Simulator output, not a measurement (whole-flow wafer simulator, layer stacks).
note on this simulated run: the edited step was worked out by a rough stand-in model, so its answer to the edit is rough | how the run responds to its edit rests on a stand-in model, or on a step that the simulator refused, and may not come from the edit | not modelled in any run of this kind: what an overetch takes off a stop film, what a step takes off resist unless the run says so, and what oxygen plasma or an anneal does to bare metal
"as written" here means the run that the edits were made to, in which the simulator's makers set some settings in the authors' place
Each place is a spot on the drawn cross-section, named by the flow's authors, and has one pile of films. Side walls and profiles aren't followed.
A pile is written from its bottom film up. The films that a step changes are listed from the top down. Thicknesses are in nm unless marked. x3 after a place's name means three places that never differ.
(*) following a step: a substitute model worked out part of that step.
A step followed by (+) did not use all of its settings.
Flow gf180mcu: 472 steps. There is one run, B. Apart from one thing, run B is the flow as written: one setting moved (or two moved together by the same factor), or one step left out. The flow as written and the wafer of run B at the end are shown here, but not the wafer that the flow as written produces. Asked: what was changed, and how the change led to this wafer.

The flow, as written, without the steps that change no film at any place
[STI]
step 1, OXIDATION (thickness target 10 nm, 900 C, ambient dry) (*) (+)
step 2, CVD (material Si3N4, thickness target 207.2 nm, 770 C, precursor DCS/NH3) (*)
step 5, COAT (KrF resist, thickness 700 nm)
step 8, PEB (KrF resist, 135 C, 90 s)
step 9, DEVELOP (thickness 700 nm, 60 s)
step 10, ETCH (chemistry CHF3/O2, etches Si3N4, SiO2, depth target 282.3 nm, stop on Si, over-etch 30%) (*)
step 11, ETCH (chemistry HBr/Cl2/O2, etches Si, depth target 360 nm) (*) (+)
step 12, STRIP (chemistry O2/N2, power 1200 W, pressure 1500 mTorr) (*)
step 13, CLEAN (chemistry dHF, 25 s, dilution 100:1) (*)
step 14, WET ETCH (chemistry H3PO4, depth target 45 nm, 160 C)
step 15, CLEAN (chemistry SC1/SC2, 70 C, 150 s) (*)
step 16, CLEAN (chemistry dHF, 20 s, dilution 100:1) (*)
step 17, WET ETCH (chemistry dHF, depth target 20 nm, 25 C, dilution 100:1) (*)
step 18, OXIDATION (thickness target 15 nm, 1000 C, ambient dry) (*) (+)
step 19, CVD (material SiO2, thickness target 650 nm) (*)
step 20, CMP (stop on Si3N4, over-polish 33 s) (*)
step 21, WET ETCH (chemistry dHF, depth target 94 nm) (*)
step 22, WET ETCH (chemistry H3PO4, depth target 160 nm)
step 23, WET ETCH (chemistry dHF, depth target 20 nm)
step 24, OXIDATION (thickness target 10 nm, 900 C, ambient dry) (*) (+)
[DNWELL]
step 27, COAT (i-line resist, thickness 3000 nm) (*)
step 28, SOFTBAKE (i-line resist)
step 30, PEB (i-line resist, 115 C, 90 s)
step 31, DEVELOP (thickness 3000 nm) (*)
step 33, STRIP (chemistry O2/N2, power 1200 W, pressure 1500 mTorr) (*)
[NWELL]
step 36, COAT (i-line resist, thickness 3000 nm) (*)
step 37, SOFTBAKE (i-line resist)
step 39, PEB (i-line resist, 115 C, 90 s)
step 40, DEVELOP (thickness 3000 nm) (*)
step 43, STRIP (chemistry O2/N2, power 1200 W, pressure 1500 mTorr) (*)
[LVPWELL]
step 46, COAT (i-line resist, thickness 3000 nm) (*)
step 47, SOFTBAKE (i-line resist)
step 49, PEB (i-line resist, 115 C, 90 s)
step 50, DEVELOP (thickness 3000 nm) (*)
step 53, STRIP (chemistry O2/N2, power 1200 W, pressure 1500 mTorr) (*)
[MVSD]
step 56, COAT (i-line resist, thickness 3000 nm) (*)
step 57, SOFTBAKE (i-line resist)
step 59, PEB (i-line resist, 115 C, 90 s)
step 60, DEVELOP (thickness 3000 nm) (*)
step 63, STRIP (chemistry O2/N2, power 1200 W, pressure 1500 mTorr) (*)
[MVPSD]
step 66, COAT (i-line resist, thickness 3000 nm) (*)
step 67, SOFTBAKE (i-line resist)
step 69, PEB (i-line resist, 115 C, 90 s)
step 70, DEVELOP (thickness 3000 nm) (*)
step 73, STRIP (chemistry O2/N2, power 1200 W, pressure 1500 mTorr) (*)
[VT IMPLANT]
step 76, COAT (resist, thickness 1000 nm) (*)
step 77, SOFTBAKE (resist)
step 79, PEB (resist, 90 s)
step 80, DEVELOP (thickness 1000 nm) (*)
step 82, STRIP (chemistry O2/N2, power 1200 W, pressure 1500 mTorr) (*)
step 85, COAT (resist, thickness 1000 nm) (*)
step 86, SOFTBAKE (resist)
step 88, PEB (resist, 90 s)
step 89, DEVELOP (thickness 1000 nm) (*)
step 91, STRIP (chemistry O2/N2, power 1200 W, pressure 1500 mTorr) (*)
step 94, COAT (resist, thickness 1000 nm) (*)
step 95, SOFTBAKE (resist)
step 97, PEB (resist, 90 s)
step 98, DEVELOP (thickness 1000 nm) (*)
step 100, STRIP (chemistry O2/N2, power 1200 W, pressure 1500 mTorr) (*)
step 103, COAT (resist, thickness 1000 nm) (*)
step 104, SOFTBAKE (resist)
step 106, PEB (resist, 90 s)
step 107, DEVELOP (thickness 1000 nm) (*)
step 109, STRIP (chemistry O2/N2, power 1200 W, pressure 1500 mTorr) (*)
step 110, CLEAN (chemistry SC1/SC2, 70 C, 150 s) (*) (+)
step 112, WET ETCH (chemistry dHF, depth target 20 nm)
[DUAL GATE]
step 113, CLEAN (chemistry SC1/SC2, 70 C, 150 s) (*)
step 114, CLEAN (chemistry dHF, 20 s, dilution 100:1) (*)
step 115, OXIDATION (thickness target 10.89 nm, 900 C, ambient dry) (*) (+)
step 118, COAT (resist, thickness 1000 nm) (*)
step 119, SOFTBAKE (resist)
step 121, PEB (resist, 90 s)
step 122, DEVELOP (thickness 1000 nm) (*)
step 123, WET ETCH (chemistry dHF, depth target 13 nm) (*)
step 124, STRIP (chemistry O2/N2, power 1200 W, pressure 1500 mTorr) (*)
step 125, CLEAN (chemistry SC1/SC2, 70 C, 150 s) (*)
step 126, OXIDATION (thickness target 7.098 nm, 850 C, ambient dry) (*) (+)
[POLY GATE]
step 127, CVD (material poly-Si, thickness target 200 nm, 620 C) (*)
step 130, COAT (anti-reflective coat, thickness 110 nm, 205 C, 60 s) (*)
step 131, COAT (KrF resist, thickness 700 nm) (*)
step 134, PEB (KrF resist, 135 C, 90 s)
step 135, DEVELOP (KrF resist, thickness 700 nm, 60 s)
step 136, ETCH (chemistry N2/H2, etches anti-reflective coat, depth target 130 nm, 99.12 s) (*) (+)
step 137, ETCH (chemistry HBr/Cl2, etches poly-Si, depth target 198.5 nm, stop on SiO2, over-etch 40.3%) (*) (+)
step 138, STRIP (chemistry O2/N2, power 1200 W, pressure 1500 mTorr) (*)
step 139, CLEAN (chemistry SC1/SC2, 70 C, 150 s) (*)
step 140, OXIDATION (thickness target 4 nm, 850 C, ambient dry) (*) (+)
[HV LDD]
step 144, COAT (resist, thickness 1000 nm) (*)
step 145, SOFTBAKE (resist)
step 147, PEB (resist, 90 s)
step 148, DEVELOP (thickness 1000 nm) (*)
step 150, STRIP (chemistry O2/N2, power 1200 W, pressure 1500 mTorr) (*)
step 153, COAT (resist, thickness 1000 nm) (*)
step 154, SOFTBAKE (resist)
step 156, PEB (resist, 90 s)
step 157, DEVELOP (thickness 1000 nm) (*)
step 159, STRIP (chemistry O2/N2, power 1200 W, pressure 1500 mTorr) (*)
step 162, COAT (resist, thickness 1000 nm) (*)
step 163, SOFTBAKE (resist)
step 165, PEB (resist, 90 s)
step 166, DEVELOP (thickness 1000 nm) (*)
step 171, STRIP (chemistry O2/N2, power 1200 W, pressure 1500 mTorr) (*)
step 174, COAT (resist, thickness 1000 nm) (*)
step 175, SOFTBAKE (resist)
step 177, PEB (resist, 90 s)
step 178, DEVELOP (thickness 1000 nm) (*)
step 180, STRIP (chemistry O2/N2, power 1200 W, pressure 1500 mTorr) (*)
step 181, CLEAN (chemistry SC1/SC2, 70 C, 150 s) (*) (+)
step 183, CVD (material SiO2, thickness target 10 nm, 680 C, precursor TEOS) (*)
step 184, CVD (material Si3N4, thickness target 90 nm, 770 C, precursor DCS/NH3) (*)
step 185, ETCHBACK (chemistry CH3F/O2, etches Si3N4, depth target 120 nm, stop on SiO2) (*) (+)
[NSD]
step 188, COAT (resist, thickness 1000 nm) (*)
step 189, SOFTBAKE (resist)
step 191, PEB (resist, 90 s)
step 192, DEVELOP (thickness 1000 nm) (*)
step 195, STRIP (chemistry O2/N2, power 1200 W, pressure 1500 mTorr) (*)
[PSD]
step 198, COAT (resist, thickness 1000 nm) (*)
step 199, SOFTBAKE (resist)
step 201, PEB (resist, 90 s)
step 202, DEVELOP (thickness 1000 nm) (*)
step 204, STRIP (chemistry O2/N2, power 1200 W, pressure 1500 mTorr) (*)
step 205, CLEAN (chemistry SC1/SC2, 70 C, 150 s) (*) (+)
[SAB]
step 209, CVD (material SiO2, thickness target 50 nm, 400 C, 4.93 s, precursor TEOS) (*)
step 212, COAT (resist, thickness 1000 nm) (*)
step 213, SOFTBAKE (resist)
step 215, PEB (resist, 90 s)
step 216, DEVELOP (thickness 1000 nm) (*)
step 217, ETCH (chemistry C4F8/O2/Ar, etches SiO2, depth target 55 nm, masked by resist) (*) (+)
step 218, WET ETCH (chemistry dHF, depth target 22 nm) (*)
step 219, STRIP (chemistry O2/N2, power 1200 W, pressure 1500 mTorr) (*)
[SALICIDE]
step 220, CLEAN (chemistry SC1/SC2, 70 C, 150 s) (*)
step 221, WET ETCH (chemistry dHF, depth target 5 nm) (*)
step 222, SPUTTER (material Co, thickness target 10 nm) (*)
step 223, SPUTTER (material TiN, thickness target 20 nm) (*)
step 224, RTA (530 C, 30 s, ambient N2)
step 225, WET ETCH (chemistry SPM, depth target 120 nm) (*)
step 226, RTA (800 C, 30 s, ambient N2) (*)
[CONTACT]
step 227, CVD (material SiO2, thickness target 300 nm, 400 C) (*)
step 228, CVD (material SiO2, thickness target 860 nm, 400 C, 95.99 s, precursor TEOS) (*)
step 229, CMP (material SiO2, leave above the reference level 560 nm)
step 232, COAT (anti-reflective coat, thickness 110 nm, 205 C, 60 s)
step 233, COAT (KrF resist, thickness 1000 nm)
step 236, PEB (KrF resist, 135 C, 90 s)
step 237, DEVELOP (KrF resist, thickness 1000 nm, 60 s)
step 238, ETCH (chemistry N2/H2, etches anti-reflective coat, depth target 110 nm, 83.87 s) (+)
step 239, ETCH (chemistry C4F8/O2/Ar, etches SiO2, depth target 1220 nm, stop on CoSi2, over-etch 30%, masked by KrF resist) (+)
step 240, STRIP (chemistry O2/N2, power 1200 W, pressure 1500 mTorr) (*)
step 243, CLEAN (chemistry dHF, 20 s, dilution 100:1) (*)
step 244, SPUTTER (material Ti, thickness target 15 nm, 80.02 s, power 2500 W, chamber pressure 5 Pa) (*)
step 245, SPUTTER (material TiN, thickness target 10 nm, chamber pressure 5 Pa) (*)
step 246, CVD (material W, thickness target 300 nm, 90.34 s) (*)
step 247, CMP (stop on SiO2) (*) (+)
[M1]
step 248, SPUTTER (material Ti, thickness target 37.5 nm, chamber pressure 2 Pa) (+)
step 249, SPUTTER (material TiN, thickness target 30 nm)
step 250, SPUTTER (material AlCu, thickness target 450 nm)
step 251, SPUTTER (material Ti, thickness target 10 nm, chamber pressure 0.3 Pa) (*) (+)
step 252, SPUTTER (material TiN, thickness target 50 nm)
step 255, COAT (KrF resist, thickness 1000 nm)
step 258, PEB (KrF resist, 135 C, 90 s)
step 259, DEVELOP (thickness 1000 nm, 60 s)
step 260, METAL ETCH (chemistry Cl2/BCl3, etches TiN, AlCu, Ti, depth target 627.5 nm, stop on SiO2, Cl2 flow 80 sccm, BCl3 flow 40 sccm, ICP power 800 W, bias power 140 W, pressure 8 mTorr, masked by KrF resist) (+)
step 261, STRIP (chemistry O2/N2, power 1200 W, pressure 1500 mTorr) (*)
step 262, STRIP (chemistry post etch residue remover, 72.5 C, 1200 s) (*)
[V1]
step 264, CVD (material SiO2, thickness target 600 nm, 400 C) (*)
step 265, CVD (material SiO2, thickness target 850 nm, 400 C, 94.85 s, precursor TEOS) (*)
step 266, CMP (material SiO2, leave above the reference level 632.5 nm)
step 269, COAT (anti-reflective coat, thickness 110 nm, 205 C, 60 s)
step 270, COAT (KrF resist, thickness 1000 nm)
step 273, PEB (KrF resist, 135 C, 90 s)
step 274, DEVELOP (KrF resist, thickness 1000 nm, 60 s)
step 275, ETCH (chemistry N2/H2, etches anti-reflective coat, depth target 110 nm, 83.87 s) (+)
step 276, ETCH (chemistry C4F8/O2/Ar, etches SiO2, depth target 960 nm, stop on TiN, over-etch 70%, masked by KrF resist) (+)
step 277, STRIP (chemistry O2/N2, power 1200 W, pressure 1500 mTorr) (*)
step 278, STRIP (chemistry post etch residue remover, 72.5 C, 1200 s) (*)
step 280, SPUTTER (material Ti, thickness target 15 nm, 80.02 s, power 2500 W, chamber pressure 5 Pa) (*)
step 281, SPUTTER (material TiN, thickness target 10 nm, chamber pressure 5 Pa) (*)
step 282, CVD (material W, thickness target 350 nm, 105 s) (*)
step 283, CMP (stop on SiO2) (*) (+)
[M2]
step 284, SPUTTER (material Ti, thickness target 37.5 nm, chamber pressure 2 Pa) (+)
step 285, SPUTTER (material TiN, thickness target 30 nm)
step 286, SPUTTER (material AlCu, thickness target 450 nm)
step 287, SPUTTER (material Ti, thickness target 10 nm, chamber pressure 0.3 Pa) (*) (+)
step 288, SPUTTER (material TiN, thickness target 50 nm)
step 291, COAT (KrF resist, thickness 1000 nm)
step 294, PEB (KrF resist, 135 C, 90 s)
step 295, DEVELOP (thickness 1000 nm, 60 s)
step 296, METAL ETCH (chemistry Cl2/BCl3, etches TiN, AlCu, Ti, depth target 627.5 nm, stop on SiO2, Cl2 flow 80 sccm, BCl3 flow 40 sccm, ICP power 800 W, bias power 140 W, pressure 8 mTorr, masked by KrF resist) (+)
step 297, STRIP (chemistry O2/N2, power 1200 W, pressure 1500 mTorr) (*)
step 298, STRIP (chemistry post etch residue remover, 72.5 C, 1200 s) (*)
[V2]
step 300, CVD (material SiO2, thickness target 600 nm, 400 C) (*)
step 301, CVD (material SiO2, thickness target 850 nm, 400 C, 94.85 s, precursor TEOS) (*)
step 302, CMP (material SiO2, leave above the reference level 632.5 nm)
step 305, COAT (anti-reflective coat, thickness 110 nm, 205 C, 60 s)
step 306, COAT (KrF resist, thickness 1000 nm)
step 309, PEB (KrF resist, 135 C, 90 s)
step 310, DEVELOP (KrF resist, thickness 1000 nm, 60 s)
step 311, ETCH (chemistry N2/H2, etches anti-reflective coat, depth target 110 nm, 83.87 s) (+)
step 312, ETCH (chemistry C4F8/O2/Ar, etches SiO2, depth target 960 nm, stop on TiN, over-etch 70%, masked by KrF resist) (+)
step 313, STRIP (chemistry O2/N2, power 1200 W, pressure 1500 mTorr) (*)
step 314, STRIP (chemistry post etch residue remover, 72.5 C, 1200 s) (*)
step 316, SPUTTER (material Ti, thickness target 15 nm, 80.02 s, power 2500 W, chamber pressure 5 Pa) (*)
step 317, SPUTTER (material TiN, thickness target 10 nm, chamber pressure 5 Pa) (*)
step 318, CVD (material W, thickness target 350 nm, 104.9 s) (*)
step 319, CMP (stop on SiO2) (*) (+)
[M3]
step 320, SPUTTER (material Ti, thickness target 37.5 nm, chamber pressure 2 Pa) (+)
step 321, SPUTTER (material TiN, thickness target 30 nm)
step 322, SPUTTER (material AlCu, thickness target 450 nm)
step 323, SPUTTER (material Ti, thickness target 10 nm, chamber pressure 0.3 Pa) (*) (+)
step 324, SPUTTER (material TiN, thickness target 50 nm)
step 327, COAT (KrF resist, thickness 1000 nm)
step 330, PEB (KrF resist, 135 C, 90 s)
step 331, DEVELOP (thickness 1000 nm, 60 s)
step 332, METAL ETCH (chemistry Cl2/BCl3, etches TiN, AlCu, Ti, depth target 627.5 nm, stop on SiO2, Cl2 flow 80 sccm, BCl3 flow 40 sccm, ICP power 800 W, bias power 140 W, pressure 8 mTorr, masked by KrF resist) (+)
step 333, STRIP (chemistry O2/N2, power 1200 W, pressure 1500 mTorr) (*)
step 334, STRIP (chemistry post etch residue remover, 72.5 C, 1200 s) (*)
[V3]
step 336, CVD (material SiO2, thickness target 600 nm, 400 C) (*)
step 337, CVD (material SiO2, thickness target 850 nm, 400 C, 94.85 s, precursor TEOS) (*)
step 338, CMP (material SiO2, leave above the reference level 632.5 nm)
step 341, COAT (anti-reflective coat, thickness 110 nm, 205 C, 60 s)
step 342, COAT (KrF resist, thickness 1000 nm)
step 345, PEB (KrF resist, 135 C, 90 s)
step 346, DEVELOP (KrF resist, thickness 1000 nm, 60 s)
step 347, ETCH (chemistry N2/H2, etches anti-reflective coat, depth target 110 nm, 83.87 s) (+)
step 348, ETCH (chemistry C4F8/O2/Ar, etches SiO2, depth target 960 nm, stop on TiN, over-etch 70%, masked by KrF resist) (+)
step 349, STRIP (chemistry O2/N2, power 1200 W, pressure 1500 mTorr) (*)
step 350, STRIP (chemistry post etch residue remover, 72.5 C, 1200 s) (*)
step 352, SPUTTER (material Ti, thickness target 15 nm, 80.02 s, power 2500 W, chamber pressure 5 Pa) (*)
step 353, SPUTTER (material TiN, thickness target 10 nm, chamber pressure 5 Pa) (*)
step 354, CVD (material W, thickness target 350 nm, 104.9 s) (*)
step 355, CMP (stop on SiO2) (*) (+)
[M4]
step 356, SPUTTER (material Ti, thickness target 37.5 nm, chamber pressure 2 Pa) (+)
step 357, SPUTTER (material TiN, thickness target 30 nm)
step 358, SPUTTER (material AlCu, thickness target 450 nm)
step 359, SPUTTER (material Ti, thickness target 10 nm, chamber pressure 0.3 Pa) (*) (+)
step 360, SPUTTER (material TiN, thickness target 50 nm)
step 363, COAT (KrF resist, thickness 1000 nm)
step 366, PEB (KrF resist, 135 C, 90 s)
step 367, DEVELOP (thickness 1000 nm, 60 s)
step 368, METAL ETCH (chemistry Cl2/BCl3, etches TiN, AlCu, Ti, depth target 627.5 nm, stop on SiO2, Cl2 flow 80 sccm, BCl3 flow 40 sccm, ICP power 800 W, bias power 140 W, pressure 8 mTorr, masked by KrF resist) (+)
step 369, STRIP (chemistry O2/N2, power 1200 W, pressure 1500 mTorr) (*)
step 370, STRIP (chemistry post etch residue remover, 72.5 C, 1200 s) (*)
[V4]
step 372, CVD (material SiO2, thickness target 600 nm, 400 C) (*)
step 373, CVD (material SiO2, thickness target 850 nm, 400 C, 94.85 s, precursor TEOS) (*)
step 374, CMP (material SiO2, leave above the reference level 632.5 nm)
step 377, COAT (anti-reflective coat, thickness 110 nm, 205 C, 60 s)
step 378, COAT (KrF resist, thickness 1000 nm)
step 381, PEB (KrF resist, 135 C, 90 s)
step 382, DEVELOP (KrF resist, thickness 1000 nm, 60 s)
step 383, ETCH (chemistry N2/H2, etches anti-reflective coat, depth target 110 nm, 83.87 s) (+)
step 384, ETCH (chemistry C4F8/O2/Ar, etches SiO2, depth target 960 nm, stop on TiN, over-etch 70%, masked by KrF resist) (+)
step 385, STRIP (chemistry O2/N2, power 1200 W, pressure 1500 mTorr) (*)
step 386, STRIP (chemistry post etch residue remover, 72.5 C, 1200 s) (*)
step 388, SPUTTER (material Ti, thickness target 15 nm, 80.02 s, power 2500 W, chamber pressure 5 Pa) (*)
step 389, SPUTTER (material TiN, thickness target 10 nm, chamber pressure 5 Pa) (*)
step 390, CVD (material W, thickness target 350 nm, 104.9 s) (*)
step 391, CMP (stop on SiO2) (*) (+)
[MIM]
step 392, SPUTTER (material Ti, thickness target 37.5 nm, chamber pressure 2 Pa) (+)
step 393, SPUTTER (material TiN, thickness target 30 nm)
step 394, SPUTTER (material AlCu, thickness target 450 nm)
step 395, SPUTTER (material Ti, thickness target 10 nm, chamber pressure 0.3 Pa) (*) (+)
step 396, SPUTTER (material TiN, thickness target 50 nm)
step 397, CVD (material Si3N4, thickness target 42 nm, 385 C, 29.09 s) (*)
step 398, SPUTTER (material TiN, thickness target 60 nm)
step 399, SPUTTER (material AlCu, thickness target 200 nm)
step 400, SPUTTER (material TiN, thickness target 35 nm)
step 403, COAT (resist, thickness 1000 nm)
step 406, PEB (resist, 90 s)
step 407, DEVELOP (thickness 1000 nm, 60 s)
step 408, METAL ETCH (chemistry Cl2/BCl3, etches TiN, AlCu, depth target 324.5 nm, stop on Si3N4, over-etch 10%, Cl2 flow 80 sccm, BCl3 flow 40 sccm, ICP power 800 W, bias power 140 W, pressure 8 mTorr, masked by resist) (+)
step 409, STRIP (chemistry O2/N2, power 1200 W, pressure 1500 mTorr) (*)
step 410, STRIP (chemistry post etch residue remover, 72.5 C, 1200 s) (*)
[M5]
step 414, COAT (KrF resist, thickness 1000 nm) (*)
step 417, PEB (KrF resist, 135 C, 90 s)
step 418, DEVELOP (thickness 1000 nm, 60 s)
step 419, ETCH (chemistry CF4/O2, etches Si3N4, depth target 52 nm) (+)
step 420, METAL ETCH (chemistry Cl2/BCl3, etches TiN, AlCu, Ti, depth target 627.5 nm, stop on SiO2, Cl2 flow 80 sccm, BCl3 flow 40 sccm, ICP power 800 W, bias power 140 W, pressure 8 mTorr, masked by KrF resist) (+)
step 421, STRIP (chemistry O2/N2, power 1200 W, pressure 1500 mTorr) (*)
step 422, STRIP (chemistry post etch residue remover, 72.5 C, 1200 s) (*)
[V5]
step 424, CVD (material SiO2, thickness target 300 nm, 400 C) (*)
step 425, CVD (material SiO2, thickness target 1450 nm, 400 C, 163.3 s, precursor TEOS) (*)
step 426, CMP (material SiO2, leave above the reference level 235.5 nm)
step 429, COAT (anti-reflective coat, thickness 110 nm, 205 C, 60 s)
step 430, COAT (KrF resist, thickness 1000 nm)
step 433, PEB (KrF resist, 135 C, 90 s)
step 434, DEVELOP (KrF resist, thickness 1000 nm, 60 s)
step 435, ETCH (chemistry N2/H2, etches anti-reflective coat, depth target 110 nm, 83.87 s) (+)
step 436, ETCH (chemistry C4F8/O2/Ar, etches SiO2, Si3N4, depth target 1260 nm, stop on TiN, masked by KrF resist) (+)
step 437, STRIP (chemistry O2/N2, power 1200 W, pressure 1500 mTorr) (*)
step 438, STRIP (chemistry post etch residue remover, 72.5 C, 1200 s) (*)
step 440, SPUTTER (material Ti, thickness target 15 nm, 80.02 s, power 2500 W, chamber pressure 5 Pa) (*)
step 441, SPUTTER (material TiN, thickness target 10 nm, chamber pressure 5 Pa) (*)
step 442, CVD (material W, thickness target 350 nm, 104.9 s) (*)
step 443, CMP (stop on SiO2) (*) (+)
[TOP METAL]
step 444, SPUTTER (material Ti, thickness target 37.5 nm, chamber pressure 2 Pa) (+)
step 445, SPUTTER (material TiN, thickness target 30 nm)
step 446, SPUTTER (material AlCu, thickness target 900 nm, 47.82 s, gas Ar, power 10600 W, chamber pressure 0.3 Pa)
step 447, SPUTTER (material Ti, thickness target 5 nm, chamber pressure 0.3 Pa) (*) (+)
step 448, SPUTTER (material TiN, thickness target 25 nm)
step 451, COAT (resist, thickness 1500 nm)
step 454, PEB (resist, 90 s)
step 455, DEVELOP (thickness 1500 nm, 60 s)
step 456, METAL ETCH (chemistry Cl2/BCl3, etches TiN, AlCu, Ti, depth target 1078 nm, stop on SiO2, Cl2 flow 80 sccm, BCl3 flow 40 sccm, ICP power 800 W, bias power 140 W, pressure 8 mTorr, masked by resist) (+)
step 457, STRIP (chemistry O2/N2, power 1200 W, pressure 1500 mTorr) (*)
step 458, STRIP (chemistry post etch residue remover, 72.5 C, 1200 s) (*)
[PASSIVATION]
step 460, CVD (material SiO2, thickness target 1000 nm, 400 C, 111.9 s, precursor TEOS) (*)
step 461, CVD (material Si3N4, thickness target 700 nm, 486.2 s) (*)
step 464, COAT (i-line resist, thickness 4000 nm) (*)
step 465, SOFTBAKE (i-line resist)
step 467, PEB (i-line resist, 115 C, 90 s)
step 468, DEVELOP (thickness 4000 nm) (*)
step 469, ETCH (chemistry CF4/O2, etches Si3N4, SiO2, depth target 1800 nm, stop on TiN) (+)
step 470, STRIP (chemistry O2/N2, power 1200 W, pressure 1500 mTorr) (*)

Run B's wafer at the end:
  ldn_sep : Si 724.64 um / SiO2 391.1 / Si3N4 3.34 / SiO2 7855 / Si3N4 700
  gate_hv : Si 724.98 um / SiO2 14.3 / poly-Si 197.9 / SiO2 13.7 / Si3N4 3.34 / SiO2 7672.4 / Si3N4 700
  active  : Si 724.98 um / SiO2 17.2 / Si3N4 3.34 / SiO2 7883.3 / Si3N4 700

The reason: step 185, ETCHBACK: depth target 82.5 nm was run, whereas the flow has depth target 120 nm.

How this came from the change, step by step:
  step 185, ETCHBACK (chemistry CH3F/O2, etches Si3N4, depth target 120 nm, stop on SiO2) (*) (+)
      field, field__w1, field__w2 and 100 more: -82.5 Si3N4 (as written it would have been: -90 Si3N4 (all of it), -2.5 SiO2)
  step 189, SOFTBAKE (resist)
      field__w9: -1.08 resist (as written it would have been: +1.85 resist)
      nw_enc_fld_lv: +1.62 resist (as written it would have been: +0.58 resist)
  step 199, SOFTBAKE (resist)
      field__w9: -1.08 resist (as written it would have been: +1.85 resist)
      nw_enc_fld_lv: +1.62 resist (as written it would have been: +0.58 resist)
  step 205, CLEAN (chemistry SC1/SC2, 70 C, 150 s) (*) (+)
      field, field__w1, field__w2 and 105 more: -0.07 Si3N4 (as written it would have been: -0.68 SiO2)
  step 209, CVD (material SiO2, thickness target 50 nm, 400 C, 4.93 s, precursor TEOS) (*)
      field, field__w7, field__w8 and 73 more: +50 SiO2 (new film) (as written it would have been: +50 SiO2)
      field_sub__w1, field_sub__w3, field_sub__w4, field_sub__w5, ld_drift_n: +48.8 SiO2 (new film) (as written it would have been: +48.9 SiO2)
      (also at 27 further places)
  step 217, ETCH (chemistry C4F8/O2/Ar, etches SiO2, depth target 55 nm, masked by resist) (*) (+)
      field, field__w7, field__w8 and 70 more: -50 SiO2 (all of it), -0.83 Si3N4 (as written it would have been: -55 SiO2)
      field_sub__w1, field_sub__w3, field_sub__w4, field_sub__w5, ld_drift_n: -48.8 SiO2 (all of it), -1.03 Si3N4 (as written it would have been: -55 SiO2)
      (also at 21 further places)
  step 218, WET ETCH (chemistry dHF, depth target 22 nm) (*)
      gate, gate_hv, gate_p and 23 more: -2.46 Si3N4 (as written it would have been: -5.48 SiO2 (all of it))
      field, field__w10, sti and 14 more: -2.46 Si3N4 (as written it would have been: -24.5 SiO2)
      (also at 56 further places)
  step 219, STRIP (chemistry O2/N2, power 1200 W, pressure 1500 mTorr) (*)
      gate, gate_hv, gate_p and 23 more: nothing (as written it would have been: +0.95 chemical SiO2 (new film), -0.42 poly-Si)
      active, p_well, sd_n and 20 more: nothing (as written it would have been: +0.95 chemical SiO2 (new film), -0.42 Si)
  step 220, CLEAN (chemistry SC1/SC2, 70 C, 150 s) (*)
      field, field__w1, field__w2 and 47 more: -0.07 Si3N4 (as written it would have been: -0.68 SiO2)
  step 221, WET ETCH (chemistry dHF, depth target 5 nm) (*)
      active, p_well, gate and 46 more: -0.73 Si3N4 (as written it would have been: -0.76 chemical SiO2 (all of it))
      field, field__w1, field__w2 and 23 more: -0.73 Si3N4 (as written it would have been: -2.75 SiO2)
      (also at 24 further places)
  step 222, SPUTTER (material Co, thickness target 10 nm) (*)
      ld_drift_p: +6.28 Co (new film) (as written it would have been: +5.76 Co (new film))
  step 224, RTA (530 C, 30 s, ambient N2)
      gate, gate_hv, gate_p and 22 more: nothing (as written it would have been: under 1 film: +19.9 CoSi (new film), -10 Co (all of it), -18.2 poly-Si)
      active, p_well, sd_n and 11 more: nothing (as written it would have been: under 1 film: +19.9 CoSi (new film), -10 Co (all of it), -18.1 Si)
      (also at 10 further places)
  step 225, WET ETCH (chemistry SPM, depth target 120 nm) (*)
      active, p_well, gate and 36 more: -20 TiN (all of it), -10 Co (all of it) (as written it would have been: -20 TiN (all of it))
      sd_p: -18.3 TiN (all of it), -9.24 Co (all of it) (as written it would have been: -17.9 TiN (all of it))
      (also at 10 further places)
  step 226, RTA (800 C, 30 s, ambient N2) (*)
      gate, gate_hv, gate_p and 22 more: nothing (as written it would have been: +35 CoSi2 (new film), -19.9 CoSi (all of it), -18.2 poly-Si)
      active, p_well, sd_n and 11 more: nothing (as written it would have been: +35 CoSi2 (new film), -19.9 CoSi (all of it), -18.1 Si)
      (also at 10 further places)
  step 227, CVD (material SiO2, thickness target 300 nm, 400 C) (*)
      field, field__w1, field__w2 and 47 more: +300 SiO2 (new film) (as written it would have been: +300 SiO2)
  step 228, CVD (material SiO2, thickness target 860 nm, 400 C, 95.99 s, precursor TEOS) (*)
      ld_drift_p: +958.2 SiO2 (as written it would have been: +979.3 SiO2)
  ... another 5 steps ...
  step 471, ANNEAL (400 C, 1800 s, ambient N2/H2)
      polyc_n, polyc_p: under 9 films: +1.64 void (new film), -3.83 Ti, +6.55 TiSi first (new film), -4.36 poly-Si (as written it would have been: nothing)
      contact: under 49 films: +1.62 void (new film), -3.83 Ti, +6.55 TiSi first (new film), -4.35 Si (as written it would have been: nothing)
Taking metal films that touch as one body, gate_hv has 0 bodies; the flow as written gives 1 body.
Taking metal films that touch as one body, active has 0 bodies; the flow as written gives 1 body.
